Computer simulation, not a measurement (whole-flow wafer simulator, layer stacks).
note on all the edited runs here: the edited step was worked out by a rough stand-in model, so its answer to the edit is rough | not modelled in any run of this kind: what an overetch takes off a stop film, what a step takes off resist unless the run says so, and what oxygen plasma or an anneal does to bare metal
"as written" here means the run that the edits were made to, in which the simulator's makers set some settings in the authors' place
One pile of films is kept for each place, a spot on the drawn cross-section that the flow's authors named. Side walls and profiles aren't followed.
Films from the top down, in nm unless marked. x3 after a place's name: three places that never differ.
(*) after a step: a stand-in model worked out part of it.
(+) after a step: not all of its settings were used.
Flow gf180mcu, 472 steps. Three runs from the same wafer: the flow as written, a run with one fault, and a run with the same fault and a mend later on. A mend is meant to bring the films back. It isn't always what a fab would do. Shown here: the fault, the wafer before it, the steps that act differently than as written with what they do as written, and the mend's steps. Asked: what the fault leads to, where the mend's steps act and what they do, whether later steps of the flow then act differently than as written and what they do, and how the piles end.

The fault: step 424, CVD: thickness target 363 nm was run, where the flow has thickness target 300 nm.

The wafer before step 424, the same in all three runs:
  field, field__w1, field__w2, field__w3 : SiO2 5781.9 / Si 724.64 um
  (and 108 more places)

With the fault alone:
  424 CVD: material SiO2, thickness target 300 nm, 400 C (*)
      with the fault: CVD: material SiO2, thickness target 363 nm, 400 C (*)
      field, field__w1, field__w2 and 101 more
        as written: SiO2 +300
        with the fault: SiO2 +363
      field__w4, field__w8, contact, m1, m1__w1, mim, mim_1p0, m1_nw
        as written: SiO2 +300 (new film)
        with the fault: SiO2 +363 (new film)
  Later steps of the flow that act differently than as written (2 more steps differ only slightly, by at most 2% or 0.5 nm, whichever is larger, and aren't shown):
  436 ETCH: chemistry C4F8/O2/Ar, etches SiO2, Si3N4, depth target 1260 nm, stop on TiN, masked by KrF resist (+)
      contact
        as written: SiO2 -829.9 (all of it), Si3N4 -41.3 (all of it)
        with the fault: SiO2 -892.9 (all of it), Si3N4 -41.3 (all of it)
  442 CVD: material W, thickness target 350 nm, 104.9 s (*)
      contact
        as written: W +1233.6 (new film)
        with the fault: W +1297.1 (new film)
  At the end the piles differ from the flow's by more than 2% or 0.5 nm, whichever is larger, at field__w4, field__w8, contact, m1, m1__w1, mim, mim_1p0, m1_nw.
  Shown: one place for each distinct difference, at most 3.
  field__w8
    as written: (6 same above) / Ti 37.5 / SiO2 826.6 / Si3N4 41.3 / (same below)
    with the fault: (6 same above) / Ti 37.5 / SiO2 889.6 / Si3N4 41.3 / (same below)
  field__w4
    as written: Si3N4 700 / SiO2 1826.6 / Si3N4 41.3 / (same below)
    with the fault: Si3N4 700 / SiO2 1889.6 / Si3N4 41.3 / (same below)
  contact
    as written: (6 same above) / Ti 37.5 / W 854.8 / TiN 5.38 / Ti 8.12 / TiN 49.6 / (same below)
    with the fault: (6 same above) / Ti 37.5 / W 918.3 / TiN 5.19 / Ti 7.83 / TiN 49.6 / (same below)

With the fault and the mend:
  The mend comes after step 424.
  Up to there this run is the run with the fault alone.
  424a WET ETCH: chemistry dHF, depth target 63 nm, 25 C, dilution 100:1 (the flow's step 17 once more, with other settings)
      field, field__w1, field__w2 and 109 more
        SiO2 -63
  No later step of the flow acts differently than as written at any place that is followed.
  At the end the piles are the same as the flow's at every place that both follow.
